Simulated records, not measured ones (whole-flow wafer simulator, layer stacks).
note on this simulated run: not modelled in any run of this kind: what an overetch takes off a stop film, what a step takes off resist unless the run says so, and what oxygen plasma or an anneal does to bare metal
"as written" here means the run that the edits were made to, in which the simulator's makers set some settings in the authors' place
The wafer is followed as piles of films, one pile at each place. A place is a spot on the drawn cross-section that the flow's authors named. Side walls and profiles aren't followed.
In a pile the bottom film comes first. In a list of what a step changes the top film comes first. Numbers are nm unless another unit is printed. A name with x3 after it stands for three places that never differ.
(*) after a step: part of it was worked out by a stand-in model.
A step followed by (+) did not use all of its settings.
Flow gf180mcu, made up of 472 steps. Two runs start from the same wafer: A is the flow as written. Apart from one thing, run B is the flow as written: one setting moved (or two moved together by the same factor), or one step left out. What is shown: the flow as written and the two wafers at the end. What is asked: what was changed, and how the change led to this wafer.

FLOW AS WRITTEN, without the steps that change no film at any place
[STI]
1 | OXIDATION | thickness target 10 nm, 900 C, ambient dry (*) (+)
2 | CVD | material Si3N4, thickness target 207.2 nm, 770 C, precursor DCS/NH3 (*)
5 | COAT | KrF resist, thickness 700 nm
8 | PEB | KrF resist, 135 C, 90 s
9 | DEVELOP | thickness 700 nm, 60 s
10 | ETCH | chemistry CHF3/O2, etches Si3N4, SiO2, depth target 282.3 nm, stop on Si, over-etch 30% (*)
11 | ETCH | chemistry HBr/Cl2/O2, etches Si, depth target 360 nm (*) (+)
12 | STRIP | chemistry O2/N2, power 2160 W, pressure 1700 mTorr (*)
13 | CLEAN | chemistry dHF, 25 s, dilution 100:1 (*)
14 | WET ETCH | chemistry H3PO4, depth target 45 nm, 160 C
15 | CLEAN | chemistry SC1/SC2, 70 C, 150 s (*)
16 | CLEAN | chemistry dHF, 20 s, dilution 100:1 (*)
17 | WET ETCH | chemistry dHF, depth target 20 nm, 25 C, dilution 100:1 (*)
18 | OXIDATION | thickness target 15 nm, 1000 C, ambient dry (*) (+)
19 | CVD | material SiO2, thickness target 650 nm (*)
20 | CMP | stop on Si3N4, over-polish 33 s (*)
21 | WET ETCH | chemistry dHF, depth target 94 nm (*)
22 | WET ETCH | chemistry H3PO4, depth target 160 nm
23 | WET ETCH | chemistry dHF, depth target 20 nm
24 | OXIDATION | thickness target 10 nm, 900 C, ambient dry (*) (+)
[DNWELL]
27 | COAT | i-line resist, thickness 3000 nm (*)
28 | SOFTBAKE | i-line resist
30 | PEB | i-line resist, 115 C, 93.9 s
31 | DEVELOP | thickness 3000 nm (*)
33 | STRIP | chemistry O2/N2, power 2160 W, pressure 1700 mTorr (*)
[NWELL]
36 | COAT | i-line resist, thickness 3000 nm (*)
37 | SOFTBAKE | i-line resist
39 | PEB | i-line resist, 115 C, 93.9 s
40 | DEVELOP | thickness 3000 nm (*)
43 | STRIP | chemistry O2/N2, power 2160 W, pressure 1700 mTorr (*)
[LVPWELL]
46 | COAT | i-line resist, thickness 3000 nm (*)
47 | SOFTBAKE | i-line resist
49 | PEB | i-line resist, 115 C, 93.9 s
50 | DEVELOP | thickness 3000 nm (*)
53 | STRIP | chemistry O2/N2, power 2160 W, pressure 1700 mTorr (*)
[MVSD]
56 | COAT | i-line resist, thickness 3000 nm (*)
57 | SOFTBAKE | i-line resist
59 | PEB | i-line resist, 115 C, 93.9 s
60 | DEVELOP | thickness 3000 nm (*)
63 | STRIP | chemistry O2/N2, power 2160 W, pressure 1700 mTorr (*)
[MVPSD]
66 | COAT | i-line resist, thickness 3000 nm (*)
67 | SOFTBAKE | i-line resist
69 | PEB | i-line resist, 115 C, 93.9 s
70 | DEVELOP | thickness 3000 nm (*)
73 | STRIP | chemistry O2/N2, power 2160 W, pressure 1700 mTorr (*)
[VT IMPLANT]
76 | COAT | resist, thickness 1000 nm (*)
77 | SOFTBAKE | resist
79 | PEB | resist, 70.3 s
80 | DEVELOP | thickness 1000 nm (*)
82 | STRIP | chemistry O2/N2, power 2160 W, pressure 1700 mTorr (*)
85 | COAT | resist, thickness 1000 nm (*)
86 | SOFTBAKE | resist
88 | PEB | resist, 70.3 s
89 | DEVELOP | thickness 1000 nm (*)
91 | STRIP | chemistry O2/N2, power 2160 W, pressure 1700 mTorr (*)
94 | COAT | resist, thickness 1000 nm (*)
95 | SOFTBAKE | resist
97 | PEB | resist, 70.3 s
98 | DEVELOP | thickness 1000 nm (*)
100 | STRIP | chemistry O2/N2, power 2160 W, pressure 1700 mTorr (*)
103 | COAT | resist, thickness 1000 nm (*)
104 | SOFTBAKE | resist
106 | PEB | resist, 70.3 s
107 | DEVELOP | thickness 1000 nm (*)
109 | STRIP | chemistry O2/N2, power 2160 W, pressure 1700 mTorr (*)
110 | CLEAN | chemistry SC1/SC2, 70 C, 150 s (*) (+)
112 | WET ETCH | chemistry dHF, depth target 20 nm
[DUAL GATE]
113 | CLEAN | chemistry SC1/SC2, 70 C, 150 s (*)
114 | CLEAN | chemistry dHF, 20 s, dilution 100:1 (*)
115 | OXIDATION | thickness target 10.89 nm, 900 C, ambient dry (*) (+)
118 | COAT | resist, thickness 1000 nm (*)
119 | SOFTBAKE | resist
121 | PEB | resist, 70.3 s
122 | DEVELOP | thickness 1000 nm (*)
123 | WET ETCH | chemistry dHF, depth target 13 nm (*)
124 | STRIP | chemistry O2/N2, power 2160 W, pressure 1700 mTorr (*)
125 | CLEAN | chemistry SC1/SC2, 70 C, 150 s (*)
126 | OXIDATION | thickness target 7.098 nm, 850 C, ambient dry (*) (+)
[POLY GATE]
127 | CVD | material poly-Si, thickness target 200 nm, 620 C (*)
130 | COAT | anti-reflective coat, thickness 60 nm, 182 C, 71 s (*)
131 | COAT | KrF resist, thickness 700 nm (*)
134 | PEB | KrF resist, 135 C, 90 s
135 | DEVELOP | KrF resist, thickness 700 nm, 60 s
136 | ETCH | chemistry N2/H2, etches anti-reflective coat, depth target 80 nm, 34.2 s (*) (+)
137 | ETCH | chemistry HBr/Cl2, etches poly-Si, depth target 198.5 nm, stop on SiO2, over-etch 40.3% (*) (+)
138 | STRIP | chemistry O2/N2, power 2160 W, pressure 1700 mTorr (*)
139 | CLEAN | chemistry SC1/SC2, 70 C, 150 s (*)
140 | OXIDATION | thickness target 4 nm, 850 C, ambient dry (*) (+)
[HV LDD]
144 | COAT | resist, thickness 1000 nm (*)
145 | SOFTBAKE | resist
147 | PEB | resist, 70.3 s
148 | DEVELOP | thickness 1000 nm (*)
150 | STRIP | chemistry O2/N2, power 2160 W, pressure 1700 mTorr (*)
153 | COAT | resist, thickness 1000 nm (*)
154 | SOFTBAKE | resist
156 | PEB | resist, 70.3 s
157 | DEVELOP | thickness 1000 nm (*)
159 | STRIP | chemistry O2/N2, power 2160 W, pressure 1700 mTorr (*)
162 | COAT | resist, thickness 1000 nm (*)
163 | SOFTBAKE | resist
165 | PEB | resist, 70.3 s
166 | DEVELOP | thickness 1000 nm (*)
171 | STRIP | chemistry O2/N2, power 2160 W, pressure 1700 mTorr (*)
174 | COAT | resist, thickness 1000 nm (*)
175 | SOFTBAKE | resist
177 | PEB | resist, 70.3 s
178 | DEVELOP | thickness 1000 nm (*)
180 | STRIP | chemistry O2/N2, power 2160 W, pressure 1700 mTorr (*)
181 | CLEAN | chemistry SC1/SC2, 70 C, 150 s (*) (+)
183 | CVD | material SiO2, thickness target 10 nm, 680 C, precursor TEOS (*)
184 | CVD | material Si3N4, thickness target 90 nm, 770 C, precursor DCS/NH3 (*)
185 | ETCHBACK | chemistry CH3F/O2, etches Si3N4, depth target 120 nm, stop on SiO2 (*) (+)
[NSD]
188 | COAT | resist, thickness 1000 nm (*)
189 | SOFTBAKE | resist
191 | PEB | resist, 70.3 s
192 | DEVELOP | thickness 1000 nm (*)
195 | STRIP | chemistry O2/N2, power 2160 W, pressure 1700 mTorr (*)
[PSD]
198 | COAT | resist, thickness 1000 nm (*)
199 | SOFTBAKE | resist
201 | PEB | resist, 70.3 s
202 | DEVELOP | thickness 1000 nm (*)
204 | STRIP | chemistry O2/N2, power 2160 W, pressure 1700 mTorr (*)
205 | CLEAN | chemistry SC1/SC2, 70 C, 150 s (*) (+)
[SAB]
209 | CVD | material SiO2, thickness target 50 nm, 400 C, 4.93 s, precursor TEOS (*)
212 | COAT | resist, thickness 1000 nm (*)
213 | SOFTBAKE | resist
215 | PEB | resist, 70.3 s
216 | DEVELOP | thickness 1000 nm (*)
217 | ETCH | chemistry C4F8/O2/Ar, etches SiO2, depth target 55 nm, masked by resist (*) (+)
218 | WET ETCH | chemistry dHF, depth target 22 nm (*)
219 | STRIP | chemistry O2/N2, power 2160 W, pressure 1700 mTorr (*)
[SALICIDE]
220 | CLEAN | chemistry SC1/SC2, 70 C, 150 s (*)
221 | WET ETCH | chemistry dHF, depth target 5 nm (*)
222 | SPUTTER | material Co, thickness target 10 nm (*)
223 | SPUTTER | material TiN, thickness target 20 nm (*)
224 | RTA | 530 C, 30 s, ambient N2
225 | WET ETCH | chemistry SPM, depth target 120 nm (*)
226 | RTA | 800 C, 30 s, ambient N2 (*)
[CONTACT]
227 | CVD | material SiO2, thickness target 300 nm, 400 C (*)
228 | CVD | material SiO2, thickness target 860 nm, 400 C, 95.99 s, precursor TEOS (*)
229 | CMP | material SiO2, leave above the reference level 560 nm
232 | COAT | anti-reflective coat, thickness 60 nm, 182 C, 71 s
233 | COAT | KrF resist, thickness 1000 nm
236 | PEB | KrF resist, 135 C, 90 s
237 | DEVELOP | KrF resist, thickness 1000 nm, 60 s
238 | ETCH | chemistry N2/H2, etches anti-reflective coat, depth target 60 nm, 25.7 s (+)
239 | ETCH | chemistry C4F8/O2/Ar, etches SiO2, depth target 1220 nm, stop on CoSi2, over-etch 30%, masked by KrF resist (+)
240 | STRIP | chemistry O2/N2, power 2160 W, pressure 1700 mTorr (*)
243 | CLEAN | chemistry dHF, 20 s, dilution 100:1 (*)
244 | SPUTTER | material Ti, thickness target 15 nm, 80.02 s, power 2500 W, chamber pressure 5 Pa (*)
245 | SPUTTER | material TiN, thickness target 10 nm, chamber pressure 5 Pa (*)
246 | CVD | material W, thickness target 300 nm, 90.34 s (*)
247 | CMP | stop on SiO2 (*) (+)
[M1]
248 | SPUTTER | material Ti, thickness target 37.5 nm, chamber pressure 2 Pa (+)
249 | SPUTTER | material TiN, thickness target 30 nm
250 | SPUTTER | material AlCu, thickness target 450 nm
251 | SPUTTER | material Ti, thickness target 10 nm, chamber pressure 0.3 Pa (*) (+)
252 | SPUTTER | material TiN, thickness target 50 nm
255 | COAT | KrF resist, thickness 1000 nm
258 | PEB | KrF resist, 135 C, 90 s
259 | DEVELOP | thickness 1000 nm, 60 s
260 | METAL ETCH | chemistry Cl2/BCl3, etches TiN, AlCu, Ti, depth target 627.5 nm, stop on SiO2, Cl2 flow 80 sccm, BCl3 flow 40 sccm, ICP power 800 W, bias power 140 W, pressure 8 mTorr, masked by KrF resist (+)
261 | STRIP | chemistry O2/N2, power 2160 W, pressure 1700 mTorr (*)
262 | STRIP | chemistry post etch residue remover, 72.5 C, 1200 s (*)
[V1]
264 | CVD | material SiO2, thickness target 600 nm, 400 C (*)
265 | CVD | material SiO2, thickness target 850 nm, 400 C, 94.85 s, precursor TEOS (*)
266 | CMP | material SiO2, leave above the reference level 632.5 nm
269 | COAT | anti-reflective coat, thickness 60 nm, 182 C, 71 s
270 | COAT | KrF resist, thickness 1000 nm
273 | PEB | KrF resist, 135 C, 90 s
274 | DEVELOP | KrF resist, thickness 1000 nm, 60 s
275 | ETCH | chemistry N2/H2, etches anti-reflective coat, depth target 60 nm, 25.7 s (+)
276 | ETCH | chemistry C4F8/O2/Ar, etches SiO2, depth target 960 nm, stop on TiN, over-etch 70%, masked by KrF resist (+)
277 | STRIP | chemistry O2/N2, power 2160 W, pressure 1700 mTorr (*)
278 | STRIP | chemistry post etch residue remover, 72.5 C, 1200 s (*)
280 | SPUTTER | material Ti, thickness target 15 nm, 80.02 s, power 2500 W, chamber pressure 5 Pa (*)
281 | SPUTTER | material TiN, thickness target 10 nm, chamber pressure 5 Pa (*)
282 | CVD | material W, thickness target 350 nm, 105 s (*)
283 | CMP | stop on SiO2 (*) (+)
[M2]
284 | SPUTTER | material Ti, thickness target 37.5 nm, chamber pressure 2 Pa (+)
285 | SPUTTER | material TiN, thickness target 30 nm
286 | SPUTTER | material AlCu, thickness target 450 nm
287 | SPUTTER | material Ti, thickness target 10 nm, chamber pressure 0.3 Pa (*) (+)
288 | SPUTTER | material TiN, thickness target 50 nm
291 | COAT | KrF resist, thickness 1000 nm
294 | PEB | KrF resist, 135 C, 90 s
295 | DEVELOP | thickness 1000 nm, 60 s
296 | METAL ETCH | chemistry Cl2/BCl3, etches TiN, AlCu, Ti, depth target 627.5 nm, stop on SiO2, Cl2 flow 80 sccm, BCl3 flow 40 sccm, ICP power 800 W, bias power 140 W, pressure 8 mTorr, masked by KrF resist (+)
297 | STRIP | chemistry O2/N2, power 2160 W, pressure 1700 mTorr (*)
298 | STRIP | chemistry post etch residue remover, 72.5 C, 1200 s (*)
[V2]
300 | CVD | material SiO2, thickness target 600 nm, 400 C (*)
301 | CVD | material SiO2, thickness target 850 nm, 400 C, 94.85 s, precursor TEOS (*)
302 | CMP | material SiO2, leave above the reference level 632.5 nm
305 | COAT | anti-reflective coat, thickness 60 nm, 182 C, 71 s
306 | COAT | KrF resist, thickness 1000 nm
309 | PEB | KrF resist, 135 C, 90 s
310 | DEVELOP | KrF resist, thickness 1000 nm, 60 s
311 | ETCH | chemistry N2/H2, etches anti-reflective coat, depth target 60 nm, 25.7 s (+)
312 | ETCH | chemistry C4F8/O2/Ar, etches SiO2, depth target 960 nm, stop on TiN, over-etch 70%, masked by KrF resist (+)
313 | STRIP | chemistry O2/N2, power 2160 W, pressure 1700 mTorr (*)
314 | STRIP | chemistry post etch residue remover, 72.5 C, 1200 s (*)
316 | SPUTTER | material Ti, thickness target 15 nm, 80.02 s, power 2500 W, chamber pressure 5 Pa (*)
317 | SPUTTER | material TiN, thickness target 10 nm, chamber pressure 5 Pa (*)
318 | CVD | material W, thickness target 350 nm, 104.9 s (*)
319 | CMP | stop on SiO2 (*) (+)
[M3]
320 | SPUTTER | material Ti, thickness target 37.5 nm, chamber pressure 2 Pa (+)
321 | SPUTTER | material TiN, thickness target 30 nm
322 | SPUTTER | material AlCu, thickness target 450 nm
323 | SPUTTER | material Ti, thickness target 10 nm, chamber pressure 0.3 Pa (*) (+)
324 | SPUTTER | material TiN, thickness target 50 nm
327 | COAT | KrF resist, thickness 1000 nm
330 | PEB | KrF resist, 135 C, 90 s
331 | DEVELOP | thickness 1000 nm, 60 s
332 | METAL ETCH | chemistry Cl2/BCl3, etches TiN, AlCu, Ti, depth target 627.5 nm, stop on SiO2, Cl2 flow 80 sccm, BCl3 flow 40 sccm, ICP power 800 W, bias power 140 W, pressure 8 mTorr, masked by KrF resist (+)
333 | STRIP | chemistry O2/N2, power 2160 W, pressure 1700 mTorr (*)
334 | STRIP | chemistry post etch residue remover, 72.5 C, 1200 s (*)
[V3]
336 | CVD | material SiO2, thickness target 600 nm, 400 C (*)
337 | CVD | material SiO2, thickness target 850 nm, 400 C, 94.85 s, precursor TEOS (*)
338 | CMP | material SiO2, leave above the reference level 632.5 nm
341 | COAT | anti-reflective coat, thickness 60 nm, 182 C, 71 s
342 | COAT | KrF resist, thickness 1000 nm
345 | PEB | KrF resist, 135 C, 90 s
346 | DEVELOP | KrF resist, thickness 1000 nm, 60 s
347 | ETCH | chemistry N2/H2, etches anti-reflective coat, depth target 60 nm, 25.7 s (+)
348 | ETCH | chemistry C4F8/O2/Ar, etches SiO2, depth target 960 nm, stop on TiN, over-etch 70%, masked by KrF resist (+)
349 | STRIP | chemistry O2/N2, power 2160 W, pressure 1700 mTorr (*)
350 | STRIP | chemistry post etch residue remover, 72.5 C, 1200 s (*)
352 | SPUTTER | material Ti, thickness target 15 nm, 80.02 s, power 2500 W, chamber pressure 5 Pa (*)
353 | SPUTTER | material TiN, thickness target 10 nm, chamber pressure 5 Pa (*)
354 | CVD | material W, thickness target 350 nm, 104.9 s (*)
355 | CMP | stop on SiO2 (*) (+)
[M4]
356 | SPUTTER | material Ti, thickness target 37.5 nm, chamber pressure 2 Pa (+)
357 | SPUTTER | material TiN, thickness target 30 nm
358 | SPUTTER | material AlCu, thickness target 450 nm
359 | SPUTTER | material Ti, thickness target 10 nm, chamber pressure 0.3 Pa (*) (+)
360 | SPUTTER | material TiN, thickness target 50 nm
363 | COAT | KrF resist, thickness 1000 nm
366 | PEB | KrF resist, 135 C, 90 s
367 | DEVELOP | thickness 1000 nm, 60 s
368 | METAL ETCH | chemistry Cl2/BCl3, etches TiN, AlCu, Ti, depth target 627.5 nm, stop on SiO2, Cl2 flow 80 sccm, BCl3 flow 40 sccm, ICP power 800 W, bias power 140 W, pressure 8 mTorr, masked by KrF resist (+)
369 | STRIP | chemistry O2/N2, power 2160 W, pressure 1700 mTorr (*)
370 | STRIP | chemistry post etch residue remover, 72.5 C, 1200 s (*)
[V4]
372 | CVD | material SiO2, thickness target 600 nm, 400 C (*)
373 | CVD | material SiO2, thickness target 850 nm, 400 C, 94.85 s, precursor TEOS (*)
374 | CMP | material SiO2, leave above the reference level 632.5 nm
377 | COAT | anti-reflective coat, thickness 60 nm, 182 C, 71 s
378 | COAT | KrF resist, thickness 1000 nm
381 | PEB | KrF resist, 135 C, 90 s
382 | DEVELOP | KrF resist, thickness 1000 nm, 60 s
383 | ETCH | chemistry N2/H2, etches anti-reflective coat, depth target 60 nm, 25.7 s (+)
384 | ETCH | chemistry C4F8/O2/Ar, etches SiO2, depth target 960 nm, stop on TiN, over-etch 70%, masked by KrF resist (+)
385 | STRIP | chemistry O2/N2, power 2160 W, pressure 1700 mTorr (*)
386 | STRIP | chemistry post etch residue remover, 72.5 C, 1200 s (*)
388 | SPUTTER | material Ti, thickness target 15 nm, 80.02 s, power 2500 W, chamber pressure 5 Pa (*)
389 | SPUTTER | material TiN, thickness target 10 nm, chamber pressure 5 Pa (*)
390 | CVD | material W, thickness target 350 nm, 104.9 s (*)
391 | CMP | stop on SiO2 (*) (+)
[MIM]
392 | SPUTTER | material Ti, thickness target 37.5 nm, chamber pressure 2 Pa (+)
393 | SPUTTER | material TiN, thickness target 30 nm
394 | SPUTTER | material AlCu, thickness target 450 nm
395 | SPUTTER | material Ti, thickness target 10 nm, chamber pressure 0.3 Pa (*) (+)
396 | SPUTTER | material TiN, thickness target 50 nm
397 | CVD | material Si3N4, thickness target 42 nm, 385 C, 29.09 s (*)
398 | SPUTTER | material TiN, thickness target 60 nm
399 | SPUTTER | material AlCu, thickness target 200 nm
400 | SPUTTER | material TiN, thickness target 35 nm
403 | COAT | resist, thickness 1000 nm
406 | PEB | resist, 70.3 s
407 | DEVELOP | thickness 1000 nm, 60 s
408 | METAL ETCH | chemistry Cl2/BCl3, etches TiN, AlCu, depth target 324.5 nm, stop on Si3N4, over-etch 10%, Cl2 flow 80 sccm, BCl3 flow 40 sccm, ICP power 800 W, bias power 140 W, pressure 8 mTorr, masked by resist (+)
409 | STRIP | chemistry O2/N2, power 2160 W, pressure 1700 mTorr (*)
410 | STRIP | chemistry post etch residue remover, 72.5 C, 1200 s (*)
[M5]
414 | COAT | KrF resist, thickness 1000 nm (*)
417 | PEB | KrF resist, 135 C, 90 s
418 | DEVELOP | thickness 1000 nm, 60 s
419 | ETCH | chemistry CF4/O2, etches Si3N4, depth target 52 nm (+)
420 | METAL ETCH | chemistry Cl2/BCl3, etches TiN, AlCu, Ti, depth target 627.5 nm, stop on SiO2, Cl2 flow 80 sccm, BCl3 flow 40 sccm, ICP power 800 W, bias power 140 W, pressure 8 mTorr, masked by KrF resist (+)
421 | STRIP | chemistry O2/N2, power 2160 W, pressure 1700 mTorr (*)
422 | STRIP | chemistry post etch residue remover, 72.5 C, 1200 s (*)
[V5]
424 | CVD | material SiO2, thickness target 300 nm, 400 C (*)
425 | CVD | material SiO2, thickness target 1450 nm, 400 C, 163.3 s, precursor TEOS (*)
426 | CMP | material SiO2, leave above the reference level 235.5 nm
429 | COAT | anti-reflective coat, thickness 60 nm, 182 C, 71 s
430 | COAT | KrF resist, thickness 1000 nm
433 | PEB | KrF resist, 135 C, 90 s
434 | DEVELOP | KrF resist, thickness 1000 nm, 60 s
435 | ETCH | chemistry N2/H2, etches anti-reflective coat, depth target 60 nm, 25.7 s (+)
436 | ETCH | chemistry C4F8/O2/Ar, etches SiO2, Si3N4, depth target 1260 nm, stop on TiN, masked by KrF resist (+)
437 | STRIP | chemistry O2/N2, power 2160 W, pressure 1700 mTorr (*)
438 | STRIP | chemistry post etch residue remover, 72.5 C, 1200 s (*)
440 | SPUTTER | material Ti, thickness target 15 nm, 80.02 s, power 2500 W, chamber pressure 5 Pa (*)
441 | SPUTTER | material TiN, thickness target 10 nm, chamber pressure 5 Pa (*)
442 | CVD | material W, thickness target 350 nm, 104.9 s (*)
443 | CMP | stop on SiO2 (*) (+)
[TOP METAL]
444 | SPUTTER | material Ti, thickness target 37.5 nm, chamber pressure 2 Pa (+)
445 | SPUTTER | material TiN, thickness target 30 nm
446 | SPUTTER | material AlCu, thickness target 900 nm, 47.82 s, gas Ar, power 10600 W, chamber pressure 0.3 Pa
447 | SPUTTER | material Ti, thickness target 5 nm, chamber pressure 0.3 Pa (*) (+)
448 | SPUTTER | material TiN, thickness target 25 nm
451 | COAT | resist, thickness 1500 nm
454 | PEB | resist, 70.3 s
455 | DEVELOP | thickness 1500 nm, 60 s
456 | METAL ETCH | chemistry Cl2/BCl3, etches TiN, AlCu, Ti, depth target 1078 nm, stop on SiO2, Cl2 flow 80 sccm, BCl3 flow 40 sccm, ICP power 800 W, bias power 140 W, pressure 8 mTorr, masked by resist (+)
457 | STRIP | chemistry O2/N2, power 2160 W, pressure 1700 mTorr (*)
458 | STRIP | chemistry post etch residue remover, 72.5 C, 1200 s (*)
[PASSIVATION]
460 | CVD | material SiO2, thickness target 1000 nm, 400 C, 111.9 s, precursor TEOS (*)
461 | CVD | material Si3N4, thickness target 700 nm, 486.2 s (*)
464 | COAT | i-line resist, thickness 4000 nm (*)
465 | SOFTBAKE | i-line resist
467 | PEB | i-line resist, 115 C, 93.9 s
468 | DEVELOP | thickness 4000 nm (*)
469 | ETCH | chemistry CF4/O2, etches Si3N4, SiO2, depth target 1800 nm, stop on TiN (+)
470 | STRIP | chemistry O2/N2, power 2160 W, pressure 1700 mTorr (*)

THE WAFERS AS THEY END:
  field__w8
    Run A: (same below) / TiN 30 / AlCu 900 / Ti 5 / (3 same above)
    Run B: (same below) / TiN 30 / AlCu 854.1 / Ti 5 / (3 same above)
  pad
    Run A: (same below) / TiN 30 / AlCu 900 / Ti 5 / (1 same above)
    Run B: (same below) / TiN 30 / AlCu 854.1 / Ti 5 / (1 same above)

Cause: step 446, SPUTTER: 45.43 s was run, though the flow has 47.82 s.

How this came from the change, step by step:
  446 | SPUTTER | material AlCu, thickness target 900 nm, 47.82 s, gas Ar, power 10600 W, chamber pressure 0.3 Pa
      field, field__w1, field__w2 and 109 more: A +900 AlCu (new film) | B +854.1 AlCu (new film)
  456 | METAL ETCH | chemistry Cl2/BCl3, etches TiN, AlCu, Ti, depth target 1078 nm, stop on SiO2, Cl2 flow 80 sccm, BCl3 flow 40 sccm, ICP power 800 W, bias power 140 W, pressure 8 mTorr, masked by resist (+)
      field, field__w1, field__w2 and 103 more: A -25 TiN (all of it), -5 Ti (all of it), -900 AlCu (all of it), -30 TiN (all of it), -37.5 Ti (all of it) | B -25 TiN (all of it), -5 Ti (all of it), -854.1 AlCu (all of it), -30 TiN (all of it), -37.5 Ti (all of it)
  465 | SOFTBAKE | i-line resist
      field__w2, field_sub__w4: A +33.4 i-line resist | B +31.1 i-line resist
      field__w11, field__w13: A +37.6 i-line resist | B +35.1 i-line resist
      (as well as at 65 more places)
  470 | STRIP | chemistry O2/N2, power 2160 W, pressure 1700 mTorr (*)
      field__w8, m1__w1: A -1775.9 i-line resist (all of it) | B -1819.9 i-line resist (all of it)
      contact: A -1798.3 i-line resist (all of it) | B -1840.7 i-line resist (all of it)
      (as well as at 2 more places)
